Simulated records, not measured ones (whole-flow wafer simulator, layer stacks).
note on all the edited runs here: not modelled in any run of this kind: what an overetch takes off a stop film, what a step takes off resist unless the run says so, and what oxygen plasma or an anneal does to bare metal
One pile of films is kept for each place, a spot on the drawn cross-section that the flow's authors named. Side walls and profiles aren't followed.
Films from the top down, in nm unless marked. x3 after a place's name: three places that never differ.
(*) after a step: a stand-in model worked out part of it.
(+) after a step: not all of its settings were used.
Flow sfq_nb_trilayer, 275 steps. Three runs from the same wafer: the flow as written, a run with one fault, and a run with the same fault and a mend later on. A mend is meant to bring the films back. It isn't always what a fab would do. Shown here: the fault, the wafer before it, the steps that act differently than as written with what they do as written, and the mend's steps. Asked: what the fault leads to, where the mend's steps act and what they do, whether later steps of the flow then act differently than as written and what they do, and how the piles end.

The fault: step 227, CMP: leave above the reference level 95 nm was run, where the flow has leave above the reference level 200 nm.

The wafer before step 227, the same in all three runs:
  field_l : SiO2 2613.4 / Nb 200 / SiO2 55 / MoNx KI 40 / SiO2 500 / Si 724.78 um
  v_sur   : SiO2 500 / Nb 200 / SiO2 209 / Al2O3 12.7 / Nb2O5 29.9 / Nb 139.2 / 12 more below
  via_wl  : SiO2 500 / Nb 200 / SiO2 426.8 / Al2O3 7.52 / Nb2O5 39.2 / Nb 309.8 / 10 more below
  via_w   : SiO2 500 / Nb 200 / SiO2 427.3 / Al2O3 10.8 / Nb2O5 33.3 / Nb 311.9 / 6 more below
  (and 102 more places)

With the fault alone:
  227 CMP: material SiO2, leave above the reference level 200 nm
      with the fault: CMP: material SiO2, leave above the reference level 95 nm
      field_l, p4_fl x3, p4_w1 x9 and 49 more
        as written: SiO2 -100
        with the fault: SiO2 -205
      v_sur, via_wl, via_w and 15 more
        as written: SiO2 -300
        with the fault: SiO2 -405
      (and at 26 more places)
  Later steps of the flow that act differently than as written (3 more steps differ only slightly, by at most 2% or 0.5 nm, whichever is larger, and aren't shown):
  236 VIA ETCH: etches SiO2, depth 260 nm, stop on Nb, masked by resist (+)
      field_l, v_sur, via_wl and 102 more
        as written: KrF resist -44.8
        with the fault: KrF resist -24.5
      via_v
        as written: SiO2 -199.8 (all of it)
        with the fault: SiO2 -94.8 (all of it)
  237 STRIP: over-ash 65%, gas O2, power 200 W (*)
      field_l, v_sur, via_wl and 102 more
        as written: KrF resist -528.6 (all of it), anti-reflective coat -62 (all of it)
        with the fault: KrF resist -548.9 (all of it), anti-reflective coat -62 (all of it)
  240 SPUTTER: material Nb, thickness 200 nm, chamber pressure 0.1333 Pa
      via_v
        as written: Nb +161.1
        with the fault: Nb +187.1
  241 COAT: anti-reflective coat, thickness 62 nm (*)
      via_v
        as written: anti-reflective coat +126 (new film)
        with the fault: anti-reflective coat +103.8 (new film)
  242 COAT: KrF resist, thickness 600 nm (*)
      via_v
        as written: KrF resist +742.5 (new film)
        with the fault: KrF resist +650.6 (new film)
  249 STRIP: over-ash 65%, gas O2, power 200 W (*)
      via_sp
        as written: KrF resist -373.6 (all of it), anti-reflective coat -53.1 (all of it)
        with the fault: KrF resist -382.7 (all of it), anti-reflective coat -52.7 (all of it)
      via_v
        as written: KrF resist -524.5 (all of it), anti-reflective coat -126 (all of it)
        with the fault: KrF resist -432.9 (all of it), anti-reflective coat -103.8 (all of it)
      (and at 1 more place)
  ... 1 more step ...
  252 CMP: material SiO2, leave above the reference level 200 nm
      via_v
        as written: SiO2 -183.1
        with the fault: SiO2 -193.2
  At the end the piles differ from the flow's by more than 2% or 0.5 nm, whichever is larger, at field_l, v_sur, via_wl and 103 more.
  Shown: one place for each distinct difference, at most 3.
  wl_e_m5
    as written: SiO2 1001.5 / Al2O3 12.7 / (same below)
    with the fault: SiO2 896.5 / Al2O3 12.7 / (same below)
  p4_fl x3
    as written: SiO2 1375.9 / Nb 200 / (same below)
    with the fault: SiO2 1270.9 / Nb 200 / (same below)
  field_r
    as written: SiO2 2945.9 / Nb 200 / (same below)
    with the fault: SiO2 2840.9 / Nb 200 / (same below)

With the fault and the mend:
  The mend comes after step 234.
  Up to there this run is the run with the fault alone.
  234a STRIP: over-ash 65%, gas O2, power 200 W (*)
      field_l, v_sur, via_wl and 102 more
        KrF resist -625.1 (all of it), anti-reflective coat -62 (all of it)
      via_v
        anti-reflective coat -62 (all of it)
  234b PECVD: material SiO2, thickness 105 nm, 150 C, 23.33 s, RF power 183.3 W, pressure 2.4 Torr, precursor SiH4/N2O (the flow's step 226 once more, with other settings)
      field_l, v_sur, via_wl and 103 more
        SiO2 +105
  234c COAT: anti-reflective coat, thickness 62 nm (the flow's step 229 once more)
      field_l, v_sur, via_wl and 103 more
        anti-reflective coat +62 (new film)
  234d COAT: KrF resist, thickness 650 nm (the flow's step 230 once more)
      field_l, v_sur, via_wl and 103 more
        KrF resist +650 (new film)
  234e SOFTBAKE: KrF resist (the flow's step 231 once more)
      changes no film at any place that is followed
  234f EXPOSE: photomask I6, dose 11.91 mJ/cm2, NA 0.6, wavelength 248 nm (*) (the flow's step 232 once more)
      changes no film at any place that is followed
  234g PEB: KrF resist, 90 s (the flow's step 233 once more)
      field_l, v_sur, via_wl and 103 more
        KrF resist -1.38
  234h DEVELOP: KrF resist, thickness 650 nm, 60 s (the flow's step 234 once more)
      field_l, v_sur, via_wl and 102 more
        KrF resist -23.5
      via_v
        KrF resist -648.6 (all of it)
  No later step of the flow acts differently than as written, at any place that is followed, by more than 2% or 0.5 nm, whichever is larger.
  At the end the piles are the same as the flow's at every place that both follow.
